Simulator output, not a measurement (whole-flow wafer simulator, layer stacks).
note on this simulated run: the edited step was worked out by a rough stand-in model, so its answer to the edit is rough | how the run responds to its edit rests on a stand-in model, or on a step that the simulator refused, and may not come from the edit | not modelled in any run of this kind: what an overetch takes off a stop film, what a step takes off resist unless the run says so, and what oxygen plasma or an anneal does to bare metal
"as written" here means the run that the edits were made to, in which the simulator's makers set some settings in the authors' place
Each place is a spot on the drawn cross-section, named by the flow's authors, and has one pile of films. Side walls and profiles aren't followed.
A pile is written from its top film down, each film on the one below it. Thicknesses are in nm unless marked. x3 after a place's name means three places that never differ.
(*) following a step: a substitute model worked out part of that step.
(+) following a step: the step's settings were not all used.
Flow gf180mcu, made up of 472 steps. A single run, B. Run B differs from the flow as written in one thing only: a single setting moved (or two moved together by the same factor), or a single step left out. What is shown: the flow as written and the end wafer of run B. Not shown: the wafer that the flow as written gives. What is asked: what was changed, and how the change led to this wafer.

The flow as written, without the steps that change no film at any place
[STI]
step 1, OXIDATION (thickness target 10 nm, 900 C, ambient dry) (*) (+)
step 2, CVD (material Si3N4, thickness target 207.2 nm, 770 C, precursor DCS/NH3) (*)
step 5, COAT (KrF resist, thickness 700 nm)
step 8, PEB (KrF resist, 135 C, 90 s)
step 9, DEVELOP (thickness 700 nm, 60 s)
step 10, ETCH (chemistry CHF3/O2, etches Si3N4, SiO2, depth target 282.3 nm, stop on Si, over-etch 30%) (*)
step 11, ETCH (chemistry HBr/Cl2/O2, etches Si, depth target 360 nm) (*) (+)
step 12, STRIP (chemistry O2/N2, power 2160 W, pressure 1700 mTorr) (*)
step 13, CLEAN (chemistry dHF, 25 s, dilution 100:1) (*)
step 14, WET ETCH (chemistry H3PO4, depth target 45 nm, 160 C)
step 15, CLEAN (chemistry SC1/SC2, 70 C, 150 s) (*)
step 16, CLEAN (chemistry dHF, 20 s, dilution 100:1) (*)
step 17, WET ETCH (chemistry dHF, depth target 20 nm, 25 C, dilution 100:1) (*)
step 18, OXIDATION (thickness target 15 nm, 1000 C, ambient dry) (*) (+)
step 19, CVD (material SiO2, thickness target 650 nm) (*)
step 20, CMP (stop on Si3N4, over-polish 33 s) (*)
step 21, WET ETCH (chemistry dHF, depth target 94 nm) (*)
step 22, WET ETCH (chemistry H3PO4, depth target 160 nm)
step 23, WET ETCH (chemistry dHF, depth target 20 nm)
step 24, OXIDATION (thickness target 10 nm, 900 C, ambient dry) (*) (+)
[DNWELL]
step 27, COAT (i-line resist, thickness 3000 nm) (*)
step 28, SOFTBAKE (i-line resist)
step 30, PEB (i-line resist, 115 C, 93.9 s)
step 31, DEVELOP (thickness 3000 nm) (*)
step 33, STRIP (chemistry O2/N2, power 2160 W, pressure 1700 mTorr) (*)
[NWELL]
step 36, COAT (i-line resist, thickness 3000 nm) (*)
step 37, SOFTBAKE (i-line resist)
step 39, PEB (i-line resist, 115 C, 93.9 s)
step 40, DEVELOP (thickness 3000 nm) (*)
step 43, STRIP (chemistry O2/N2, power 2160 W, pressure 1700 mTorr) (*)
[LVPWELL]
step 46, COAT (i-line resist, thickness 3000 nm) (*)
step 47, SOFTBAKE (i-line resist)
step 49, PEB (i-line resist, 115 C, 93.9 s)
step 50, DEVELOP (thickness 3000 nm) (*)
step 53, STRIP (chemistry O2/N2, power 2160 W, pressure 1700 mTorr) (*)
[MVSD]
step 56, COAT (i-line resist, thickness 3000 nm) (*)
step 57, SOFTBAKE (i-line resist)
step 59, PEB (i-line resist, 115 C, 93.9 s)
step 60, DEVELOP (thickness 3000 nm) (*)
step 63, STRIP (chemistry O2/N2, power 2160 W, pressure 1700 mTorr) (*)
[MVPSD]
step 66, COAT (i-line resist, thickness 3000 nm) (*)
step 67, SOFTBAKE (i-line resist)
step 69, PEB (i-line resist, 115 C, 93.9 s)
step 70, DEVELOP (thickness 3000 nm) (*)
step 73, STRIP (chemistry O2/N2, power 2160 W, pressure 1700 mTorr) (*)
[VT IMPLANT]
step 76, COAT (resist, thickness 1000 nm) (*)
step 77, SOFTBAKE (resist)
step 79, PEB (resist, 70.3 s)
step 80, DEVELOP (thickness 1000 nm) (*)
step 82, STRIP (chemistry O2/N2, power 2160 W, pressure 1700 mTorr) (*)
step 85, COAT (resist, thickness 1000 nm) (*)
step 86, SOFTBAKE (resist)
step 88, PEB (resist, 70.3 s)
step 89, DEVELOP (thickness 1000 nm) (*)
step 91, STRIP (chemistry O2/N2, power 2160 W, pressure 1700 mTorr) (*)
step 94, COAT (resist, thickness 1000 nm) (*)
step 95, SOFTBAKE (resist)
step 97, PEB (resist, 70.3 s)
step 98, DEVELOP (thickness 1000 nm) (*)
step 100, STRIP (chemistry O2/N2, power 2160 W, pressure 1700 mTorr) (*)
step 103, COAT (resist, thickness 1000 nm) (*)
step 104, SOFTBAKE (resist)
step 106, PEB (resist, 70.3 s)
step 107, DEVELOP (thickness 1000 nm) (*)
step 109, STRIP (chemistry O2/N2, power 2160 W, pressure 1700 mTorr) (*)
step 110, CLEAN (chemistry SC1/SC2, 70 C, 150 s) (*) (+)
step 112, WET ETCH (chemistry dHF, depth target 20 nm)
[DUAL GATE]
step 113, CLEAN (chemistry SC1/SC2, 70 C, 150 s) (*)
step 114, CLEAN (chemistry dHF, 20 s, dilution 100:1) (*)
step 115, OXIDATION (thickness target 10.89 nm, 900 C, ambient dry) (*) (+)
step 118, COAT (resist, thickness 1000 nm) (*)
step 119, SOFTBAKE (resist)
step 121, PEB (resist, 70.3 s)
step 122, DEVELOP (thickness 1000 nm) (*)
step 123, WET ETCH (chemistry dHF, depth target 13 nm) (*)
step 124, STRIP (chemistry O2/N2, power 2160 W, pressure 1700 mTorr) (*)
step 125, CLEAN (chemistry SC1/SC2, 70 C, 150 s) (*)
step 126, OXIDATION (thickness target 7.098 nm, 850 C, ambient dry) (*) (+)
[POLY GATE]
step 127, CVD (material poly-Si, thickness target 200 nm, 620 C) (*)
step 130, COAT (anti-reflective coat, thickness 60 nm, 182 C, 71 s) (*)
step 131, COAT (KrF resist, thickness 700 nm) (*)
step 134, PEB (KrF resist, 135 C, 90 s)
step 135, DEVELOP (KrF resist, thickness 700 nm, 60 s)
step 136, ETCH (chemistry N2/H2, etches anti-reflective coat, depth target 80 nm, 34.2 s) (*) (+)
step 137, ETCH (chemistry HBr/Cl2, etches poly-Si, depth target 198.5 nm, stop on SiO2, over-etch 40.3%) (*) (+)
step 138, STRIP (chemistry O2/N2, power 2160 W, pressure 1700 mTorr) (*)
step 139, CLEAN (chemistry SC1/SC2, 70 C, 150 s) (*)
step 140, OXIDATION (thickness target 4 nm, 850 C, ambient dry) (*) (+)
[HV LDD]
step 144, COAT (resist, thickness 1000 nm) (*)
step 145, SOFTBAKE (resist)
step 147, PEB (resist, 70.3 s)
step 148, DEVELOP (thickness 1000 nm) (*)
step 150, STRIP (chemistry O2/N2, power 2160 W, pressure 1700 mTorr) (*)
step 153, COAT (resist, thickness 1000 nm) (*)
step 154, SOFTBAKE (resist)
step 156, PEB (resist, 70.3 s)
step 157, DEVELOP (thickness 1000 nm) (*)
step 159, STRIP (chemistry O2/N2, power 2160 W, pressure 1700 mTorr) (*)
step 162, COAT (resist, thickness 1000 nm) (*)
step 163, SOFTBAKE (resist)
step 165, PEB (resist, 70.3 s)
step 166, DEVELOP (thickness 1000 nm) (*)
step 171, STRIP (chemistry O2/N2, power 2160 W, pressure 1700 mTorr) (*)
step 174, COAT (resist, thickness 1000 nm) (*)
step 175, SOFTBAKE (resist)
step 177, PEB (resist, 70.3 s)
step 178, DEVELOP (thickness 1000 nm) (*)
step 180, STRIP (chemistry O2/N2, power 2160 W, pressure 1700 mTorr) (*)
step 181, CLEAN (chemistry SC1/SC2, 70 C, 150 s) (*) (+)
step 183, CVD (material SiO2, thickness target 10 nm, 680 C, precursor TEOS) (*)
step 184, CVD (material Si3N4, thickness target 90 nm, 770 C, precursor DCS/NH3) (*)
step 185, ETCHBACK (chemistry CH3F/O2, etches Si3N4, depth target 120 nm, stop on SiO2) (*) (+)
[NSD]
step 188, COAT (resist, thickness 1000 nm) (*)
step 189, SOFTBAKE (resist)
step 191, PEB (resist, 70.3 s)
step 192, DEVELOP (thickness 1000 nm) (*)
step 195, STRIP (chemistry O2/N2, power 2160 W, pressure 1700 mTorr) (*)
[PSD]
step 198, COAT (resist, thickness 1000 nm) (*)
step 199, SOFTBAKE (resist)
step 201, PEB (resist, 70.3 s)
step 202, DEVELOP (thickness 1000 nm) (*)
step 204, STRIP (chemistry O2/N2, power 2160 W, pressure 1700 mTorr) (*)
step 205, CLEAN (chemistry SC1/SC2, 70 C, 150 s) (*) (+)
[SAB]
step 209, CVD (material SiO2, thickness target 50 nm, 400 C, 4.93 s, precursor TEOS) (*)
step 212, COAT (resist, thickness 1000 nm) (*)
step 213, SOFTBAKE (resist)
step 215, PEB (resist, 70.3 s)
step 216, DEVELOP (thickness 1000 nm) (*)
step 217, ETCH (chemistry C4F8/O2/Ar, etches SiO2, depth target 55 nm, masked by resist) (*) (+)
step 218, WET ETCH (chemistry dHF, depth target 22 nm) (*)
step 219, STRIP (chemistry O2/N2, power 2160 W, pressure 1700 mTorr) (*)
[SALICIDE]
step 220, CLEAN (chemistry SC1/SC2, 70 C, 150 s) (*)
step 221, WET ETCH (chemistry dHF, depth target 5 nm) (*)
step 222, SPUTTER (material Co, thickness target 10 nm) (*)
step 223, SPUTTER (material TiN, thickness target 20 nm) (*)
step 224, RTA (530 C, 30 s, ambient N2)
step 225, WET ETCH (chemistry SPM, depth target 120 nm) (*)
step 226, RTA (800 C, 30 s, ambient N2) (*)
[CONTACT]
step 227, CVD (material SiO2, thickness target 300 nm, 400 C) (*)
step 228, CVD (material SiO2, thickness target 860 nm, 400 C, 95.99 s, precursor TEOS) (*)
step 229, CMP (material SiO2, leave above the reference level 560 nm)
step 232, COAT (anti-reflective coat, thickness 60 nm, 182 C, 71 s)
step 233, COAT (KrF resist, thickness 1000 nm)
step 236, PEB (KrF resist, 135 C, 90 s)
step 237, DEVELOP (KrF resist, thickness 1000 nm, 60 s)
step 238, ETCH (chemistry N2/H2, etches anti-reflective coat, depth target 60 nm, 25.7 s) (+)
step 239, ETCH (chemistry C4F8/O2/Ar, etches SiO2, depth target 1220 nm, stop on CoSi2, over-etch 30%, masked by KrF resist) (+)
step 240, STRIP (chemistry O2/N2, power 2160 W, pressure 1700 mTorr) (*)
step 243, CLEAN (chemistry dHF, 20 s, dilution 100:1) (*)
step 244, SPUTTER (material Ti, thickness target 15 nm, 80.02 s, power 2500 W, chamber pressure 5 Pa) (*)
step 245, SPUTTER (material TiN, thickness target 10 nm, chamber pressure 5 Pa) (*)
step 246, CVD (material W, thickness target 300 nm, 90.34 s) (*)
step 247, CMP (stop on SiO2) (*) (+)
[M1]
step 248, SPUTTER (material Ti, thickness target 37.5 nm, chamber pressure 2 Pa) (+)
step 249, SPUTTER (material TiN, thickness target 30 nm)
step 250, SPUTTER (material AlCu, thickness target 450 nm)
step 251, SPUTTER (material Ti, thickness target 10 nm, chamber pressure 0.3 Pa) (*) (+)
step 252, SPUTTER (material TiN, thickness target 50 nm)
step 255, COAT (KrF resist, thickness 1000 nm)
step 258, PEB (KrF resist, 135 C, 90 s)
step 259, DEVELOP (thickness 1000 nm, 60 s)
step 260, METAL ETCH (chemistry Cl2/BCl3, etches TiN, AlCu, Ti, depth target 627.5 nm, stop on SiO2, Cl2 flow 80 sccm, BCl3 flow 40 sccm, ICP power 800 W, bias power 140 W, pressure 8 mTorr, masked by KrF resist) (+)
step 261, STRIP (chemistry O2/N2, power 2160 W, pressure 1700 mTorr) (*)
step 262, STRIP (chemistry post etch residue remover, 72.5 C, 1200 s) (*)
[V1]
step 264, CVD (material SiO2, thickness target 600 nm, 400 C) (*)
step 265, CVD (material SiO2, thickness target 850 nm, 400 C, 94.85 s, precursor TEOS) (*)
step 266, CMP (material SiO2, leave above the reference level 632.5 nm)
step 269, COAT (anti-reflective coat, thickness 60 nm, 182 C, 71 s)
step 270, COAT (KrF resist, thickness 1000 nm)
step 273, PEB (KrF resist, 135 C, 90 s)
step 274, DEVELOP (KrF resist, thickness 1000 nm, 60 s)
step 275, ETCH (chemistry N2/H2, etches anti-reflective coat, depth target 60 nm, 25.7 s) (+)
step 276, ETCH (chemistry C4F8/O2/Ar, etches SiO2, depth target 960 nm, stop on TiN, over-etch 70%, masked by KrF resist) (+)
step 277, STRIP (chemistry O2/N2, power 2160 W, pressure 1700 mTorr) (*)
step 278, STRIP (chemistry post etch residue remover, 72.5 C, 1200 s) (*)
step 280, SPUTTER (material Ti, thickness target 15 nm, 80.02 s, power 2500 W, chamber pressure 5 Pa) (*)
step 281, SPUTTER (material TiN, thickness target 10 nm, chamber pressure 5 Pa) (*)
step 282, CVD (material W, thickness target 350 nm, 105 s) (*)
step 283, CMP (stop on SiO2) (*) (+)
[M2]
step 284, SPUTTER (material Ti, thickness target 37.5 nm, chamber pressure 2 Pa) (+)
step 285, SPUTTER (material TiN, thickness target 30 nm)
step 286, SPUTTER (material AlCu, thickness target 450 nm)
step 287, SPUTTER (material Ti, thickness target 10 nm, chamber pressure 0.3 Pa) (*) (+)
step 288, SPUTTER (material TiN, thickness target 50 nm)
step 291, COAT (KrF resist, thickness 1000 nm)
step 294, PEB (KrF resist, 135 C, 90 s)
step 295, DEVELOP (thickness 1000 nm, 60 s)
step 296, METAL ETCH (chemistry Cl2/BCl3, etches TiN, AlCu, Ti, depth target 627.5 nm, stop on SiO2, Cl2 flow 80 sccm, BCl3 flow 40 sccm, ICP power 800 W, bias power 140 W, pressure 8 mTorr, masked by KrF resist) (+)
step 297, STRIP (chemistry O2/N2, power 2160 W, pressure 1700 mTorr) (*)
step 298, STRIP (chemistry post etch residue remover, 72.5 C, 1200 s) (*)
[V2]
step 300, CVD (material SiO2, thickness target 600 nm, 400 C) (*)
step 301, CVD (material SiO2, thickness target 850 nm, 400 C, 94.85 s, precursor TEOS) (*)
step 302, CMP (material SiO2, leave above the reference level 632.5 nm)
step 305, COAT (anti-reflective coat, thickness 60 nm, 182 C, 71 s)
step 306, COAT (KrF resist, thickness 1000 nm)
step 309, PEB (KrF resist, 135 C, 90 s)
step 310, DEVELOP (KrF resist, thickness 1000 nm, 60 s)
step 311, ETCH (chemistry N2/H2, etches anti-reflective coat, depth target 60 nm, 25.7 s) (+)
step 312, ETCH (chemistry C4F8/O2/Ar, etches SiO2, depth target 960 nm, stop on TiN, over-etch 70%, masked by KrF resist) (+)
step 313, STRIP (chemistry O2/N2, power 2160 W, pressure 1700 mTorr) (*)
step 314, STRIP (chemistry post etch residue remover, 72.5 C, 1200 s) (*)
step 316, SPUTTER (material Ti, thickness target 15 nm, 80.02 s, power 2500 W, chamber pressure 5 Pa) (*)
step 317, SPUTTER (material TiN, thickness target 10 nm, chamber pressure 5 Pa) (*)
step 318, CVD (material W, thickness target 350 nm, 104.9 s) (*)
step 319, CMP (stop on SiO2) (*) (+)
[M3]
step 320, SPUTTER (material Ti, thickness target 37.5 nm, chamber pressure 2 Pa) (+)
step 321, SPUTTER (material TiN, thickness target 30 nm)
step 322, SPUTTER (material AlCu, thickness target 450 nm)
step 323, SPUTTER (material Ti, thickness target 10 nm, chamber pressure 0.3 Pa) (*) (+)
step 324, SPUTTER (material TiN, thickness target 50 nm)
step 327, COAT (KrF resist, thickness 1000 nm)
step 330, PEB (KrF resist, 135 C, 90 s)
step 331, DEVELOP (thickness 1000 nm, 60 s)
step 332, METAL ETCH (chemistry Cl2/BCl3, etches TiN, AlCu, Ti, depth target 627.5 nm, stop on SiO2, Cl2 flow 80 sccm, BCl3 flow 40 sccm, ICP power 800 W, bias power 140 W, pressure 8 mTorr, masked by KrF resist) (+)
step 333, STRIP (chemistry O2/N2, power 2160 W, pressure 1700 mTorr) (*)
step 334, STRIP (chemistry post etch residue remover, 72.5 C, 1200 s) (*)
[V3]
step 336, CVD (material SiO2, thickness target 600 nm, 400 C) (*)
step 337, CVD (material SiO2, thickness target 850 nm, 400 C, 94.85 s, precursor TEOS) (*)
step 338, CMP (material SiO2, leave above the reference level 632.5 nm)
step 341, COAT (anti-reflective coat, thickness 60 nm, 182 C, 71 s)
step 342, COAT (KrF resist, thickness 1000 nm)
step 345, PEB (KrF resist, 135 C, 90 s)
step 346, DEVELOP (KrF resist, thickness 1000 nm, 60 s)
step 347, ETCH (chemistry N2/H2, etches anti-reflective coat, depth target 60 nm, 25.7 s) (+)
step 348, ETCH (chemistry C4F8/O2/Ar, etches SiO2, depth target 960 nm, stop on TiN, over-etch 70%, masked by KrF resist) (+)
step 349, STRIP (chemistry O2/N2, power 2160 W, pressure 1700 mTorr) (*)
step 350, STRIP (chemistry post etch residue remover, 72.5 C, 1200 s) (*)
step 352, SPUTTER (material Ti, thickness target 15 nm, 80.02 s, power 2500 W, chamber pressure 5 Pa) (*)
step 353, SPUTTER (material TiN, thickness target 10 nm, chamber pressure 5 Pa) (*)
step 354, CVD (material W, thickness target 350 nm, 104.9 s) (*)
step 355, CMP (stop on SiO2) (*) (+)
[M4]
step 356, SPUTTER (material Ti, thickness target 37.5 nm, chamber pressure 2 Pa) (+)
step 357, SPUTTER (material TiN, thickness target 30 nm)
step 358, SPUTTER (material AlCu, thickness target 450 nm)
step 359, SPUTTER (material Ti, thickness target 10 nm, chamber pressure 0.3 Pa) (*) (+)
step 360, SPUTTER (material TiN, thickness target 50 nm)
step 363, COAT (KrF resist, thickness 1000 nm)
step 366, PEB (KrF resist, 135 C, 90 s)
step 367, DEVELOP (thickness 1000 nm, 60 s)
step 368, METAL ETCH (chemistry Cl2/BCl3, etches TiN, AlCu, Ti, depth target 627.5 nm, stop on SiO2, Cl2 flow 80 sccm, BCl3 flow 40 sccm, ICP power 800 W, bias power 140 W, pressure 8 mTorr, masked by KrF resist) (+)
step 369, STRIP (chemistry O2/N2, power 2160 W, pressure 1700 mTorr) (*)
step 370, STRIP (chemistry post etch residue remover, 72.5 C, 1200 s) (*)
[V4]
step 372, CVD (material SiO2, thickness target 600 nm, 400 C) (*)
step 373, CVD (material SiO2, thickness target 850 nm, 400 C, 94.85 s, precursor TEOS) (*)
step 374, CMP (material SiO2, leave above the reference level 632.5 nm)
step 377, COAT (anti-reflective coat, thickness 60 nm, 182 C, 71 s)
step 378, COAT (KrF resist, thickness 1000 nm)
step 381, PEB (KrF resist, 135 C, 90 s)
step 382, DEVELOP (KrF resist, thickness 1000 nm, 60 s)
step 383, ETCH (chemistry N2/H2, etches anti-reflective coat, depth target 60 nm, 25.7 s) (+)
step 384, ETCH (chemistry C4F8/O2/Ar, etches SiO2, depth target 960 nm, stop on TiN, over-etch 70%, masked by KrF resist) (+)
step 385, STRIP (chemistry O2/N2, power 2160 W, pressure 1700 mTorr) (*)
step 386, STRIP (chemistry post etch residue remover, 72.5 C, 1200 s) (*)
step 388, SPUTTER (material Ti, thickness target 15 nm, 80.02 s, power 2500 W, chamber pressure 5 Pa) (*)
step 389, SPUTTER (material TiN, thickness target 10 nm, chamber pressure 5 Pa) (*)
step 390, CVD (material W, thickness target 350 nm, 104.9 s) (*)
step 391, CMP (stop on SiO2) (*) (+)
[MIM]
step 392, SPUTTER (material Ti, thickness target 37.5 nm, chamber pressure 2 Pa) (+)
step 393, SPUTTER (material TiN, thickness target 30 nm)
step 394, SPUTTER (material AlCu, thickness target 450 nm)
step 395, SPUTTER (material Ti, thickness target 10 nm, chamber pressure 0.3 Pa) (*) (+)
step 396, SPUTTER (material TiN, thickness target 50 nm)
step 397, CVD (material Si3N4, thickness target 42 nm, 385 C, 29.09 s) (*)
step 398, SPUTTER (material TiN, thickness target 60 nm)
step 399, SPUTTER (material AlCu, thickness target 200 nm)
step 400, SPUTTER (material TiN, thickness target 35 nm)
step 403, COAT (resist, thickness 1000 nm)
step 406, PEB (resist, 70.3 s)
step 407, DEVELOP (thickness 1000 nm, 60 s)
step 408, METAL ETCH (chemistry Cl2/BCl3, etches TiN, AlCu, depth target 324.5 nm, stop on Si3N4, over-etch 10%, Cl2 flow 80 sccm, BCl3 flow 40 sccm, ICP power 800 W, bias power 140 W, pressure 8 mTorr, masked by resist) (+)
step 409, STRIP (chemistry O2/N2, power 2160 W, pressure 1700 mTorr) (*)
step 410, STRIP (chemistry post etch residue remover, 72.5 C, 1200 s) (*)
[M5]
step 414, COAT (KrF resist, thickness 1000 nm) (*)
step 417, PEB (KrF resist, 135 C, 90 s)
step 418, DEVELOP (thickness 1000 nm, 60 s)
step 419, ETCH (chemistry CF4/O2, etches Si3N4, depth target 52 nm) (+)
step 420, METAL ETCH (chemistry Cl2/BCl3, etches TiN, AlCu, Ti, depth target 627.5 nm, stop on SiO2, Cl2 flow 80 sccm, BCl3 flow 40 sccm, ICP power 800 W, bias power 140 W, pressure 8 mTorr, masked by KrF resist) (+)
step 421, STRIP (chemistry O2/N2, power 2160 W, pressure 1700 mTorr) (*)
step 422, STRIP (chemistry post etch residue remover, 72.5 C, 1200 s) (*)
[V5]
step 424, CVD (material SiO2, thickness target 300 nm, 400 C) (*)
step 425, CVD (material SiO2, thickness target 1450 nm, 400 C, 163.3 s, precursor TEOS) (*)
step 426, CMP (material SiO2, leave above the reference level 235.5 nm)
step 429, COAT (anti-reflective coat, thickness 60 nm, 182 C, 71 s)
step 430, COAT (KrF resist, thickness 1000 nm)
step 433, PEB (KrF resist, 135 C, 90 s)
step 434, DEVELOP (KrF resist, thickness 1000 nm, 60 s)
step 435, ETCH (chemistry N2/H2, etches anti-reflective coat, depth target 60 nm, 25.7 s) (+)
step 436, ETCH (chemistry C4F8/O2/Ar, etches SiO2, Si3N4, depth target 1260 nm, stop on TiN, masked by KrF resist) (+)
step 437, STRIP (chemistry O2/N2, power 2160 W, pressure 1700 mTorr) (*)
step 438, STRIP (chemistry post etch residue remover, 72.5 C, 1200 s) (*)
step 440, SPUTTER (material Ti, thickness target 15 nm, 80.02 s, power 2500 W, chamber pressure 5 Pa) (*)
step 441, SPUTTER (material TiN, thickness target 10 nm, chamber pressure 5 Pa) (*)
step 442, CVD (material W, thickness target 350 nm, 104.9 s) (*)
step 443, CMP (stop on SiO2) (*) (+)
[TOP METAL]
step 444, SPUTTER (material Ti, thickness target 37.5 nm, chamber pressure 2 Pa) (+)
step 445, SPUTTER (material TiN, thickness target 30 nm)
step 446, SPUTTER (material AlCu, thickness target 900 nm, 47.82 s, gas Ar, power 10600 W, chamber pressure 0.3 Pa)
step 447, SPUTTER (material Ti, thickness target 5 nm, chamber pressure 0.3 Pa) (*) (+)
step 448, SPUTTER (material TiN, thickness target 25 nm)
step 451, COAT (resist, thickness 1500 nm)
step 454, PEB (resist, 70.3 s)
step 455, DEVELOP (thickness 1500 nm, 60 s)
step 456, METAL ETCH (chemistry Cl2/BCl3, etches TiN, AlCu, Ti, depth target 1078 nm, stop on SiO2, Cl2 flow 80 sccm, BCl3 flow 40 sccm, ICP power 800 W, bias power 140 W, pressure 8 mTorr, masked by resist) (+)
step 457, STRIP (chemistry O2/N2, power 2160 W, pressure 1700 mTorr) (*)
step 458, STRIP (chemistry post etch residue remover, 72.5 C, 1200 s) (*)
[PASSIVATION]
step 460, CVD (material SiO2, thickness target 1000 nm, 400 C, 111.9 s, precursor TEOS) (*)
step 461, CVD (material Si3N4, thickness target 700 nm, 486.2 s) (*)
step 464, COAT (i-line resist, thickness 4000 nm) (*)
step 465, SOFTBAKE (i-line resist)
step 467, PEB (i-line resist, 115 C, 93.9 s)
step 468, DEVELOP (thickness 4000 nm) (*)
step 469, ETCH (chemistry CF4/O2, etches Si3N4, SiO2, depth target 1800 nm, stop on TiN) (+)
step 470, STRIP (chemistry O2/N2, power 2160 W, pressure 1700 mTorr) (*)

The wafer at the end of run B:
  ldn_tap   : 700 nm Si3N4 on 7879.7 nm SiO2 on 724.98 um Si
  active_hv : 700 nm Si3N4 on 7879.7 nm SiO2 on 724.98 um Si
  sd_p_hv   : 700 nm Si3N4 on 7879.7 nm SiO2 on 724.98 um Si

Cause: step 218, WET ETCH: depth target 11.6 nm was run, whereas the flow has depth target 22 nm.

Step by step, how the change led to this:
  step 218, WET ETCH (chemistry dHF, depth target 22 nm) (*)
      ldn_tap, ldn_src, ldn_drn, ldp_tap, ldp_src, ldp_drn, ldp_gr: -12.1 SiO2 (it would be, as written: -16 SiO2 (all of it))
      ld_drn_n, ld_sd_p: -11.8 SiO2 (it would be, as written: -14.8 SiO2 (all of it))
      (as well as at 55 more places)
  step 219, STRIP (chemistry O2/N2, power 2160 W, pressure 1700 mTorr) (*)
      active_hv, active_nat, ld_sd_n and 10 more: nothing (it would be, as written: +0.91 chemical SiO2 (new film), -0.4 Si)
  step 221, WET ETCH (chemistry dHF, depth target 5 nm) (*)
      active_hv, sd_p_hv, ldn_tap and 6 more: -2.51 SiO2 (it would be, as written: -0.76 chemical SiO2 (all of it))
      ld_drn_n, ld_sd_p: -2.64 SiO2 (all of it) (it would be, as written: -0.76 chemical SiO2 (all of it))
      (as well as at 2 more places)
  step 223, SPUTTER (material TiN, thickness target 20 nm) (*)
      field__w12: +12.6 TiN (new film) (it would be, as written: +12 TiN (new film))
      ld_sd_n: +16.3 TiN (new film) (it would be, as written: +15.5 TiN (new film))
  step 224, RTA (530 C, 30 s, ambient N2)
      ldn_tap, ldn_src, ldn_drn, ldp_tap, ldp_src, ldp_drn, ldp_gr: nothing (it would be, as written: under 1 film: +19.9 CoSi (new film), -10 Co (all of it), -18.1 Si)
      active_hv: nothing (it would be, as written: under 1 film: +19 CoSi (new film), -9.55 Co (all of it), -17.3 Si)
      (as well as at 1 more place)
  step 225, WET ETCH (chemistry SPM, depth target 120 nm) (*)
      ldn_tap, ldn_src, ldn_drn, ldp_tap, ldp_src, ldp_drn, ldp_gr: -20 TiN (all of it), -10 Co (all of it) (it would be, as written: -20 TiN (all of it))
      active_hv: -19 TiN (all of it), -9.55 Co (all of it) (it would be, as written: -19 TiN (all of it))
      (as well as at 3 more places)
  step 226, RTA (800 C, 30 s, ambient N2) (*)
      ldn_tap, ldn_src, ldn_drn, ldp_tap, ldp_src, ldp_drn, ldp_gr: nothing (it would be, as written: +35 CoSi2 (new film), -19.9 CoSi (all of it), -18.1 Si)
      active_hv: nothing (it would be, as written: +33.4 CoSi2 (new film), -19 CoSi (all of it), -17.3 Si)
      (as well as at 2 more places)
  step 227, CVD (material SiO2, thickness target 300 nm, 400 C) (*)
      active_hv, sd_p_hv, ldn_tap and 6 more: +300 SiO2 (it would be, as written: +300 SiO2 (new film))
  step 229, CMP (material SiO2, leave above the reference level 560 nm)
      ldn_sep__w1, ldn_sep__w2, ldn_dft and 8 more: -322.5 SiO2 (it would be, as written: -311 SiO2)
      sti, mim_1p0, pad, dice_street, iso_nw_fld, iso_fld_sub: -308.3 SiO2 (it would be, as written: -296.8 SiO2)
      (as well as at 34 more places)
With metal films that touch counted as one body, ldn_tap has 0 bodies; the flow as written gives 1 body.
With metal films that touch counted as one body, active_hv has 0 bodies; the flow as written gives 1 body.
With metal films that touch counted as one body, sd_p_hv has 0 bodies; the flow as written gives 1 body.
